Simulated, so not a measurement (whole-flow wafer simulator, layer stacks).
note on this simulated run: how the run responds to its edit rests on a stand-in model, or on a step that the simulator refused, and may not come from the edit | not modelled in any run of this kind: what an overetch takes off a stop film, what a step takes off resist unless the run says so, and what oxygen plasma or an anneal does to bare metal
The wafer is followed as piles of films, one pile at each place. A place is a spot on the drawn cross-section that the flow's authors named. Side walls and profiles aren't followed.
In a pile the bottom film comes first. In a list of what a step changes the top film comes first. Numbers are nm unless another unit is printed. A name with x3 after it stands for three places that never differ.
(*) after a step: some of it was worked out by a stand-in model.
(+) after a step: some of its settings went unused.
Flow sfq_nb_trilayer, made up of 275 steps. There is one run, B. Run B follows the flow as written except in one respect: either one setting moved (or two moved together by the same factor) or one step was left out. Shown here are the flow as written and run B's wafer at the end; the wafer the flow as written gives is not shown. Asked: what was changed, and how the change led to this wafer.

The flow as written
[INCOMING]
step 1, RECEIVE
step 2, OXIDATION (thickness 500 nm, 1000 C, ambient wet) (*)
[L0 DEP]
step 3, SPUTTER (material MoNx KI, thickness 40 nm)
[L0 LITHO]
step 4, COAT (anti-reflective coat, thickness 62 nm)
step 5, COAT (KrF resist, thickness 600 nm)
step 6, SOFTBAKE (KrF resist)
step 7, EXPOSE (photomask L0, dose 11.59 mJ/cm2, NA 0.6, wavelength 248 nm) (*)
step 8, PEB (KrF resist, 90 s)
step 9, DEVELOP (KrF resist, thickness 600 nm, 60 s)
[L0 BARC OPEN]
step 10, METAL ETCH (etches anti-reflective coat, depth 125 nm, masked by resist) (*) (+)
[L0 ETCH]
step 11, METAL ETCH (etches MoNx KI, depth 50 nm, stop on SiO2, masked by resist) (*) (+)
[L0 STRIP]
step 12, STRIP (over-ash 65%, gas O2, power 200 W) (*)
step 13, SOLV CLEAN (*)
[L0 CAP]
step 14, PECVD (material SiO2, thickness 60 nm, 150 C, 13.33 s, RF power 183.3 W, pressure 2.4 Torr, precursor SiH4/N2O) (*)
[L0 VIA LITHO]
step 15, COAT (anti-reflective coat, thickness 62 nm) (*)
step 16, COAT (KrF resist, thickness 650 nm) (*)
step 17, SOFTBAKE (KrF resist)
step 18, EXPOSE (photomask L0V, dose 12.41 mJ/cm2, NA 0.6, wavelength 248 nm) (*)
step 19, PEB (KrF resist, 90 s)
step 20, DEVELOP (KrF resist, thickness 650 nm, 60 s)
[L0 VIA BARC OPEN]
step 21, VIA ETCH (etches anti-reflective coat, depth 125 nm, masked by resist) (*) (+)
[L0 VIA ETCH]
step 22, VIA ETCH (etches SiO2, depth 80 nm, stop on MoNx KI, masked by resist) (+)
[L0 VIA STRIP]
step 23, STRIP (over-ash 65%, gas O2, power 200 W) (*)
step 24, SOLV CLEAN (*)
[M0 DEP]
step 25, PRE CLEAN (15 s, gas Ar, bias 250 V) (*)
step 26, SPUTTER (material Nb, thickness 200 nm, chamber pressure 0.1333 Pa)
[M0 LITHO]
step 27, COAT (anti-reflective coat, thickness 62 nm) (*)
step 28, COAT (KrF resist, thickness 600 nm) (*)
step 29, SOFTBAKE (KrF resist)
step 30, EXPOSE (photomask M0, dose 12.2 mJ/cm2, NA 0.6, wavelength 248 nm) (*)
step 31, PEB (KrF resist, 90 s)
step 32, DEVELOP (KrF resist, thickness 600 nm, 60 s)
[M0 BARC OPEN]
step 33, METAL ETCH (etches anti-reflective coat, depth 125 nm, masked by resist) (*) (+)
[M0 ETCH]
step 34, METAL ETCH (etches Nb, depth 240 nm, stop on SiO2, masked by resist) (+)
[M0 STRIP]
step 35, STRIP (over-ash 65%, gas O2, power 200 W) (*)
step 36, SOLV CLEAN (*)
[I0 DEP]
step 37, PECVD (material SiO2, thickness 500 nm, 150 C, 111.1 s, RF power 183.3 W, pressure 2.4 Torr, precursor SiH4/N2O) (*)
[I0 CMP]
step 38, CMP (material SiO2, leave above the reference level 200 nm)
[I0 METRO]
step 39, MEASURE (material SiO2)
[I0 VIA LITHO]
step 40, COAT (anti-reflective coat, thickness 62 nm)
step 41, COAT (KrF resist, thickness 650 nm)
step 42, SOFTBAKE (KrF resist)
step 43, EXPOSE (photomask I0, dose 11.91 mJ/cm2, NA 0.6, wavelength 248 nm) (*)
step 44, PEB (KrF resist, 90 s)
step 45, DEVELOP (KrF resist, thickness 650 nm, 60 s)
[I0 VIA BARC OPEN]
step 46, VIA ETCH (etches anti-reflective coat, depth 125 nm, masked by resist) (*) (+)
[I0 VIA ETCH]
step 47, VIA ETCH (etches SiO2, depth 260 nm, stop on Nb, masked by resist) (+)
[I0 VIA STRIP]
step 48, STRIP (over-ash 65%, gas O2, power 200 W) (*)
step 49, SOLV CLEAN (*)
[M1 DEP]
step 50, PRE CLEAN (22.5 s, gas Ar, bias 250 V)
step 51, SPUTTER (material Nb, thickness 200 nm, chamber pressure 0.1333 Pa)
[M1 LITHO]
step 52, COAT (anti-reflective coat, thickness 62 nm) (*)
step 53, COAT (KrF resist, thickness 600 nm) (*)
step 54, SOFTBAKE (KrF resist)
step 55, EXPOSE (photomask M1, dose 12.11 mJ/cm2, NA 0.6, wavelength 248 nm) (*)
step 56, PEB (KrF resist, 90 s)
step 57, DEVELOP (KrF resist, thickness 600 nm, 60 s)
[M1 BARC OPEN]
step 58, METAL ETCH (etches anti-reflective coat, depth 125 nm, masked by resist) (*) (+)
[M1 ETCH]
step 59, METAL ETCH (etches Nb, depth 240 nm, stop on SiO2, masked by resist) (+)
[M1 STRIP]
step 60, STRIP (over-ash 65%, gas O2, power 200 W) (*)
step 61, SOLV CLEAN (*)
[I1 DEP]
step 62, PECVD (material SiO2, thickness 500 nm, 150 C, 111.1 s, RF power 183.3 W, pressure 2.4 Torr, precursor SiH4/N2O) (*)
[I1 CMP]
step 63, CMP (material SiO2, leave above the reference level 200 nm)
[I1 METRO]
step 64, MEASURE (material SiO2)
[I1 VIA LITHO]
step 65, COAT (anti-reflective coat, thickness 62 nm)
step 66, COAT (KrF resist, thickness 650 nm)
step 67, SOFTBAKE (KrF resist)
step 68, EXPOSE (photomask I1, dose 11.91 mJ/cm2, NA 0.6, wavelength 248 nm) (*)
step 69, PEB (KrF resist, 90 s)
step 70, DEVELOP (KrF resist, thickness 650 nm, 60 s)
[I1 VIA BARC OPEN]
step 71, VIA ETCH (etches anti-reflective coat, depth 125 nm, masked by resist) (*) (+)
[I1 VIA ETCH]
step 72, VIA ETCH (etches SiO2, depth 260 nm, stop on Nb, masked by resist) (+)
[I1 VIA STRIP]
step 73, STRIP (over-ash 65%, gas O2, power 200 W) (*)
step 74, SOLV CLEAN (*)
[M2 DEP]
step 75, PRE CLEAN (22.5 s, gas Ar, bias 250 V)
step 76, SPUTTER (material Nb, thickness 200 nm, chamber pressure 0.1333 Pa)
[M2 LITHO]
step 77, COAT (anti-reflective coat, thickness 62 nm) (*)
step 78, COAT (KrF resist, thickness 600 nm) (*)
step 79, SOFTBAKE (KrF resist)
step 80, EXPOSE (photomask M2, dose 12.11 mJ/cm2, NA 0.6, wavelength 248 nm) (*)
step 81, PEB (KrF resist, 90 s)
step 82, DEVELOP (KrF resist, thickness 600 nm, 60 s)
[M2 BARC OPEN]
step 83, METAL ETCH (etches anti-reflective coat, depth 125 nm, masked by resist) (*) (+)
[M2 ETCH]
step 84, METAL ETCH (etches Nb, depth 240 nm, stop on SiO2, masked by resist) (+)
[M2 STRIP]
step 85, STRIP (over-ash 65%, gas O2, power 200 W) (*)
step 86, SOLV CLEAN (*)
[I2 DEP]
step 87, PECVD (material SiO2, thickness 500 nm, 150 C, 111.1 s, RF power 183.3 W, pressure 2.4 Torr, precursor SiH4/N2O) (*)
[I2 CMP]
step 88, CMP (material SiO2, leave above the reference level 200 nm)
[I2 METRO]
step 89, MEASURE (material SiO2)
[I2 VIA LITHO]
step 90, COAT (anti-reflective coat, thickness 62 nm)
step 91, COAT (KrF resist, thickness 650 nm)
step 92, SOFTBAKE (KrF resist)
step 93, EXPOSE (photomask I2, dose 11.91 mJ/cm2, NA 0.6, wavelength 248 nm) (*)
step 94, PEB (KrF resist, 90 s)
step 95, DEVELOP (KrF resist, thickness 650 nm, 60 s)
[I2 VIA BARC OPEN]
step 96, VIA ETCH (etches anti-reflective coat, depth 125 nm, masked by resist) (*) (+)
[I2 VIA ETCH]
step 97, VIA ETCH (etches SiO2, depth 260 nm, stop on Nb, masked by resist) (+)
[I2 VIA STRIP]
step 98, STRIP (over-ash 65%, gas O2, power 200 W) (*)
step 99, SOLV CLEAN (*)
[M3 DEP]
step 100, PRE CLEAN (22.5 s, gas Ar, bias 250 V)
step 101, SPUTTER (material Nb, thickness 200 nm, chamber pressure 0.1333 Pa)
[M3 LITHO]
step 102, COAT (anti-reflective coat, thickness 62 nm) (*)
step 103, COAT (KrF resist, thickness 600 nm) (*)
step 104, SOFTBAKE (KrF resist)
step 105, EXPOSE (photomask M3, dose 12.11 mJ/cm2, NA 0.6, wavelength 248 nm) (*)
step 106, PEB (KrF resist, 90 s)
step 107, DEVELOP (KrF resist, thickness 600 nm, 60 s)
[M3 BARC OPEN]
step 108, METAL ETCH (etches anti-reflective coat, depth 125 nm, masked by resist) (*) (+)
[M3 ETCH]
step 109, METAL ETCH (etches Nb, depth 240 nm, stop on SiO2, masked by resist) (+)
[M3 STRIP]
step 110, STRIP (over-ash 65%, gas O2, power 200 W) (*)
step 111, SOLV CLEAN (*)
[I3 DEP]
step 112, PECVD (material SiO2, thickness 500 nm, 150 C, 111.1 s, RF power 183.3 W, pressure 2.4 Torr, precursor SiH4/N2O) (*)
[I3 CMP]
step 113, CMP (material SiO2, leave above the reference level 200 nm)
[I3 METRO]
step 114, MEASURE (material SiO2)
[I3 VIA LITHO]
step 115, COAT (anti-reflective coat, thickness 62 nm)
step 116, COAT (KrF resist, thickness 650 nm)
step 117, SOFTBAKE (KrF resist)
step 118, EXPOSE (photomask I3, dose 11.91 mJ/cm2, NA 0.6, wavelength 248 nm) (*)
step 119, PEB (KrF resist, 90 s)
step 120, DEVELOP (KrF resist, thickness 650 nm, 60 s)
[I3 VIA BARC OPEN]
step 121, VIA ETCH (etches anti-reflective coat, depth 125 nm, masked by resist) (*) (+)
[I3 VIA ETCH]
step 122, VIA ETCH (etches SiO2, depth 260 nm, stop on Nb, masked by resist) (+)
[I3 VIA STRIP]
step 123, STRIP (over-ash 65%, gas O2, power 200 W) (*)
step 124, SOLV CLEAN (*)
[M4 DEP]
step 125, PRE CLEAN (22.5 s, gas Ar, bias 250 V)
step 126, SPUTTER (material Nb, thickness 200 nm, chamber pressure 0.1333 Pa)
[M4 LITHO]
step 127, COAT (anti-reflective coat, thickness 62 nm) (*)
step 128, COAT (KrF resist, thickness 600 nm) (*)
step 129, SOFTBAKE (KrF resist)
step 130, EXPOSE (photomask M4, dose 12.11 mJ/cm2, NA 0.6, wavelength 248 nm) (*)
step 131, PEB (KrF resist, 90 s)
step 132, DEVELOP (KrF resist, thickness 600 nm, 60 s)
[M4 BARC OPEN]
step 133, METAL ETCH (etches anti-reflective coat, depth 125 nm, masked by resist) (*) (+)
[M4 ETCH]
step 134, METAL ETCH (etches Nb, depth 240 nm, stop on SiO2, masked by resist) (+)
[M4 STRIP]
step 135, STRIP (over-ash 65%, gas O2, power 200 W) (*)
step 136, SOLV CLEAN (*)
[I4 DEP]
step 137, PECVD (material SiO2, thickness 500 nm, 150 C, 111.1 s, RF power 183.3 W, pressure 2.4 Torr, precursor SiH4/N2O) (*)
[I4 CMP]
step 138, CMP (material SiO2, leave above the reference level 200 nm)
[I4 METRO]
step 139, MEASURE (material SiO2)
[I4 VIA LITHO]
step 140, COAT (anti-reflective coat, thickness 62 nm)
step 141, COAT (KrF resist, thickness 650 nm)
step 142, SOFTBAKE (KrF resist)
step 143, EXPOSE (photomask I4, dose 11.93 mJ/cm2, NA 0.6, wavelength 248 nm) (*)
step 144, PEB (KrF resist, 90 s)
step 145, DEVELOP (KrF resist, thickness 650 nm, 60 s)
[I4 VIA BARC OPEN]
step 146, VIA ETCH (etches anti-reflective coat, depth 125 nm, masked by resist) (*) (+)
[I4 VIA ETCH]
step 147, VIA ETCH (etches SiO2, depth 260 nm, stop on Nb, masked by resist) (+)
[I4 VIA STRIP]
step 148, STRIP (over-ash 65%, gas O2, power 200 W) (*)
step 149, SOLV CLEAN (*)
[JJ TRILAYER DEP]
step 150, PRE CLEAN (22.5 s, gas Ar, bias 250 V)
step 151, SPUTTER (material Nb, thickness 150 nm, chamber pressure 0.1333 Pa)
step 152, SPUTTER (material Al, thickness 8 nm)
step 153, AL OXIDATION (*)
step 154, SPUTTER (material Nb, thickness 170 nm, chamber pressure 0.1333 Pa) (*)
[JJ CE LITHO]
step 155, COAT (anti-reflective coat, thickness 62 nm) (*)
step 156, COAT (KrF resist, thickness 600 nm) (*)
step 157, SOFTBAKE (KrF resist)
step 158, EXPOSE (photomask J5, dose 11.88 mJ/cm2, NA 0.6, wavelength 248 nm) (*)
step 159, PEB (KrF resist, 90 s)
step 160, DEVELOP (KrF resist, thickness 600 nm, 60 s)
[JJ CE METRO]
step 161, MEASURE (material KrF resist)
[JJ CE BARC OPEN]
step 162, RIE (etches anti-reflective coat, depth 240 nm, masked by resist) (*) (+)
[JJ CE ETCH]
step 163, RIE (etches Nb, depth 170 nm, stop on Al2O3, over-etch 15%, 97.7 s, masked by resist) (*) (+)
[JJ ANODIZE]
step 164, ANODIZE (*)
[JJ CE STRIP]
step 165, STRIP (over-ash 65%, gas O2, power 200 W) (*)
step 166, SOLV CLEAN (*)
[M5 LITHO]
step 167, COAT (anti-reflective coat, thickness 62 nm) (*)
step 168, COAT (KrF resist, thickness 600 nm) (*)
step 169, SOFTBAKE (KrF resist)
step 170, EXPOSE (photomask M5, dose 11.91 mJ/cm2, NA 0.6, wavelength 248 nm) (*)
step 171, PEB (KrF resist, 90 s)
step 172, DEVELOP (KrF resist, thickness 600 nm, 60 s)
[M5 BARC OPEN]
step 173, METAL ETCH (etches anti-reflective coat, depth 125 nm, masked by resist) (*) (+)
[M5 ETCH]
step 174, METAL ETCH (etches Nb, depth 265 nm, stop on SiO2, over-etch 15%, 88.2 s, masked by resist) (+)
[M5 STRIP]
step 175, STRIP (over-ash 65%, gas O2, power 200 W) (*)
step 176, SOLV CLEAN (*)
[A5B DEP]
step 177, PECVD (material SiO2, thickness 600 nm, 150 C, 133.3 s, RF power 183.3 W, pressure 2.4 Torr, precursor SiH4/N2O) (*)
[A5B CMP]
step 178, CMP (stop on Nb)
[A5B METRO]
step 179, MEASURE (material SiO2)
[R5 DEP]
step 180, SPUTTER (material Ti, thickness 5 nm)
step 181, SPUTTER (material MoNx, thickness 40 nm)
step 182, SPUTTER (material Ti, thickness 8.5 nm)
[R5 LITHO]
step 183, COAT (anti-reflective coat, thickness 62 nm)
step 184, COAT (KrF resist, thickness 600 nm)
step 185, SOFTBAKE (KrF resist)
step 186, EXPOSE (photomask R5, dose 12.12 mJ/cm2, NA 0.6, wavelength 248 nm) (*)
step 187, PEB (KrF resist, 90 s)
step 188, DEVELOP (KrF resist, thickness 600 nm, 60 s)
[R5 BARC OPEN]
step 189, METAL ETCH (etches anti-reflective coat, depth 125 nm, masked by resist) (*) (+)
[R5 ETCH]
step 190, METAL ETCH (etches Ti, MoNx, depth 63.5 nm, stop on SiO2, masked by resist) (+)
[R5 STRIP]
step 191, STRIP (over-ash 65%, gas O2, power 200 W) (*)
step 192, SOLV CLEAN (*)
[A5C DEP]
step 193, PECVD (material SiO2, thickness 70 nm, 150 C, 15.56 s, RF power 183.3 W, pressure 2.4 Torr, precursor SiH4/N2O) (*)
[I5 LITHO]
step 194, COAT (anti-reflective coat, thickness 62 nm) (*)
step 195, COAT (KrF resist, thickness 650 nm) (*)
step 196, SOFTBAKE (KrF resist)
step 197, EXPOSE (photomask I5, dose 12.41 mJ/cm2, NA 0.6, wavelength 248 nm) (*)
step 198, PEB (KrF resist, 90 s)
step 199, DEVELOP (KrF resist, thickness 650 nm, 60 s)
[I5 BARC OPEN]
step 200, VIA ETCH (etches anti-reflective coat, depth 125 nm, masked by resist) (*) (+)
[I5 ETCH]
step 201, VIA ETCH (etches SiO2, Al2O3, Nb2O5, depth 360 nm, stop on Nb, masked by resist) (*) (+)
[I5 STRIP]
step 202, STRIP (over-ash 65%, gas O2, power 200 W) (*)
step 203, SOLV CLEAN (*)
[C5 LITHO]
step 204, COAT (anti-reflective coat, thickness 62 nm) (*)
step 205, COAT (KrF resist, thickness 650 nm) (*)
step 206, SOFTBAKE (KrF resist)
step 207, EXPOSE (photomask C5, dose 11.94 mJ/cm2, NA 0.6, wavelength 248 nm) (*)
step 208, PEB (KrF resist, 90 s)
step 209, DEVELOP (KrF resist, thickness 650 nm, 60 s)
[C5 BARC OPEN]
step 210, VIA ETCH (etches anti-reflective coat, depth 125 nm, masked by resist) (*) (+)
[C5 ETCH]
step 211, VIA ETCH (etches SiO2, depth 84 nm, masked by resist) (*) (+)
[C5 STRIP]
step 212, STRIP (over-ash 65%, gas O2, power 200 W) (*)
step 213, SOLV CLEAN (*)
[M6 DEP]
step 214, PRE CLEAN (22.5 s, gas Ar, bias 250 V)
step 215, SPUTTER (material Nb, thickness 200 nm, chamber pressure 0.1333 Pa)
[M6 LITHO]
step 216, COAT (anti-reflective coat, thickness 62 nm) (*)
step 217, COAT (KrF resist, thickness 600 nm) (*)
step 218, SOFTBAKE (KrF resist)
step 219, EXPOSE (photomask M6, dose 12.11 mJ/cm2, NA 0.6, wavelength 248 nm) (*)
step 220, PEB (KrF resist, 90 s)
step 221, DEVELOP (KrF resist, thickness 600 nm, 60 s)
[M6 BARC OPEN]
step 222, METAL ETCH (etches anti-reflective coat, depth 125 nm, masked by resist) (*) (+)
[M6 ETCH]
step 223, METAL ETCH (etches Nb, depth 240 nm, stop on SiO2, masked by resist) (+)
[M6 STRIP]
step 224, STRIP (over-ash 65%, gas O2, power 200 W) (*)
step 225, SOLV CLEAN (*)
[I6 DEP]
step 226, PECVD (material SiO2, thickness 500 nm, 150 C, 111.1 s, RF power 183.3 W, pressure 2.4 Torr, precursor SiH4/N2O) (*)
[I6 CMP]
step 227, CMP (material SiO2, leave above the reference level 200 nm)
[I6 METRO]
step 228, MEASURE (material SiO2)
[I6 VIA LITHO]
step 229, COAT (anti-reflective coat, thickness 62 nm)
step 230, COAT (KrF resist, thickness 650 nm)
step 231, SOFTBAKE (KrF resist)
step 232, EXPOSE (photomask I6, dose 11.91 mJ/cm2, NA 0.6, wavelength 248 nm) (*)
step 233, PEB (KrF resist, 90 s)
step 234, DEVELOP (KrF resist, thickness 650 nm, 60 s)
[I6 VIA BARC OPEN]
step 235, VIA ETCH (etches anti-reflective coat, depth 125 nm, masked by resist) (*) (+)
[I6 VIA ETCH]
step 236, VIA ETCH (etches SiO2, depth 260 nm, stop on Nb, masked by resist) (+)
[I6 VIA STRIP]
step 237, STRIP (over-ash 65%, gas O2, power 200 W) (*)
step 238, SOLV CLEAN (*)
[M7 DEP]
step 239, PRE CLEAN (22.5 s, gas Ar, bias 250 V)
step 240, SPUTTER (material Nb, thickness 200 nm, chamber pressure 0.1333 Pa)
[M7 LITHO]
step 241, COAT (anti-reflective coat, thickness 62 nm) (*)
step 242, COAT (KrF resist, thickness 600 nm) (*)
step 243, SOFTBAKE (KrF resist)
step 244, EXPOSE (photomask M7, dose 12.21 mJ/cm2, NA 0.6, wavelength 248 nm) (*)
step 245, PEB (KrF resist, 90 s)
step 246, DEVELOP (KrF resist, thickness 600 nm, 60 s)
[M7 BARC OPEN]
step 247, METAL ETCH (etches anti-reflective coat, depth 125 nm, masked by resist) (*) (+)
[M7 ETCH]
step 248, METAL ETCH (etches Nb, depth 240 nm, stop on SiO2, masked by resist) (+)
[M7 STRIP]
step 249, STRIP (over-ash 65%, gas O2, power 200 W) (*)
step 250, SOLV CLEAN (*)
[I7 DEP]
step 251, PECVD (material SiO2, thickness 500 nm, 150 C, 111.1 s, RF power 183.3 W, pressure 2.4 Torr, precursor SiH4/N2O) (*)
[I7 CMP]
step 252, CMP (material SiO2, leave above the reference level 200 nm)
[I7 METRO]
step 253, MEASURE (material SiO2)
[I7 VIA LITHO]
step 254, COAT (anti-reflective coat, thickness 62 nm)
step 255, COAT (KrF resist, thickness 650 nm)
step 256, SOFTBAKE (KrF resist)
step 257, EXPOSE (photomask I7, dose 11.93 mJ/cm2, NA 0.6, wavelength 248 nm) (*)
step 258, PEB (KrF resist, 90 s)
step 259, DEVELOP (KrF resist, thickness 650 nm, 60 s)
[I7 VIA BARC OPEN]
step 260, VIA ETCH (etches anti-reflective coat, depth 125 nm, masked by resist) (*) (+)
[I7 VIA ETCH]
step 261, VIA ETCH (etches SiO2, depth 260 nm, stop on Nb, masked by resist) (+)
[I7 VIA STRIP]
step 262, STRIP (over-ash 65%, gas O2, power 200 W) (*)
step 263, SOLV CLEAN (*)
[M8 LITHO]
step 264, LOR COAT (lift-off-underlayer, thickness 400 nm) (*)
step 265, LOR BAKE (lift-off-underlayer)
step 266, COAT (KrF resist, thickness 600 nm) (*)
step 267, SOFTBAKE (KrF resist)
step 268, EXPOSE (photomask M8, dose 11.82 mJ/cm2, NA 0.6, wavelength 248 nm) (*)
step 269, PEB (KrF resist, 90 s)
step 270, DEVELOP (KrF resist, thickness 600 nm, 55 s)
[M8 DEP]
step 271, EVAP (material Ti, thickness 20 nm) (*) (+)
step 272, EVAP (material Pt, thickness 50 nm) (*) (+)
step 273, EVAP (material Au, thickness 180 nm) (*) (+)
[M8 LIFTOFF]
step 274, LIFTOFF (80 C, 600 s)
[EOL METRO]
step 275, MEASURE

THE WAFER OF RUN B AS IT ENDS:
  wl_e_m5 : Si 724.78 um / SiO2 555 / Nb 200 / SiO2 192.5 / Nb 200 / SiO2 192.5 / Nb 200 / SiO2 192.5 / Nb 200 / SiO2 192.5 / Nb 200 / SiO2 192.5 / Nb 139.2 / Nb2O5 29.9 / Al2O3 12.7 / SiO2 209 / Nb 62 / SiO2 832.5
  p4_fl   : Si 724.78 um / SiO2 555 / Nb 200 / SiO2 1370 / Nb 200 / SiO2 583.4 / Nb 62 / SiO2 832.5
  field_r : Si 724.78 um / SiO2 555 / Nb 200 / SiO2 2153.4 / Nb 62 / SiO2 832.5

What caused this: step 215, SPUTTER: thickness 302 nm was run, whereas the flow has thickness 200 nm.

How this came from the change, step by step:
  step 215, SPUTTER (material Nb, thickness 200 nm, chamber pressure 0.1333 Pa)
      field_l, v_sur, via_wl and 100 more: Nb gains 302 (new film) (as written it would have been: Nb gains 200 (new film))
      be: Nb gains 220.8 (as written it would have been: Nb gains 147.3)
      (also at 2 further places)
  step 216, COAT (anti-reflective coat, thickness 62 nm) (*)
      be: anti-reflective coat gains 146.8 (new film) (as written it would have been: anti-reflective coat gains 136.7 (new film))
      be_sur: anti-reflective coat gains 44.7 (new film) (as written it would have been: anti-reflective coat gains 43.8 (new film))
      (also at 1 further place)
  step 223, METAL ETCH (etches Nb, depth 240 nm, stop on SiO2, masked by resist) (+)
      field_l, gap, moat and 76 more: Nb loses 240 (as written it would have been: Nb loses 200 (all of it))
  step 224, STRIP (over-ash 65%, gas O2, power 200 W) (*)
      be: KrF resist loses 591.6 (all of it), anti-reflective coat loses 146.8 (all of it) (as written it would have been: KrF resist loses 575.8 (all of it), anti-reflective coat loses 136.7 (all of it))
      be_sur: KrF resist loses 368.8 (all of it), anti-reflective coat loses 44.7 (all of it) (as written it would have been: KrF resist loses 371.2 (all of it), anti-reflective coat loses 43.8 (all of it))
      (also at 1 further place)
  step 226, PECVD (material SiO2, thickness 500 nm, 150 C, 111.1 s, RF power 183.3 W, pressure 2.4 Torr, precursor SiH4/N2O) (*)
      field_l, p4_fl, p4_fm and 62 more: SiO2 gains 500 (new film) (as written it would have been: SiO2 gains 500)
      moat, field_r, lsp_l, ln_m5, lsp_m: SiO2 gains 492.3 (new film) (as written it would have been: SiO2 gains 493.6)
      (also at 10 further places)
  step 227, CMP (material SiO2, leave above the reference level 200 nm)
      field_l, p4_fl, p4_fm and 59 more: SiO2 loses 60 (as written it would have been: SiO2 loses 100)
      moat, field_r, lsp_l, ln_m5, lsp_m: SiO2 loses 52.3 (as written it would have been: SiO2 loses 93.6)
      (also at 9 further places)
With metal films that touch counted as one body, wl_e_m5 has 7 bodies (between them, from the top down: SiO2 209 / Al2O3 12.7 / Nb2O5 29.9; SiO2 192.5; SiO2 192.5; SiO2 192.5; SiO2 192.5; SiO2 192.5); the flow as written gives 6 bodies (between them, from the top down: SiO2 192.5; SiO2 192.5; SiO2 192.5; SiO2 192.5; SiO2 192.5).
With metal films that touch counted as one body, p4_fl has 3 bodies (between them, from the top down: SiO2 583.4; SiO2 1370); the flow as written gives 2 bodies (between them, from the top down: SiO2 1370).
With metal films that touch counted as one body, field_r has 2 bodies (between them, from the top down: SiO2 2153.4); the flow as written gives 1 body.
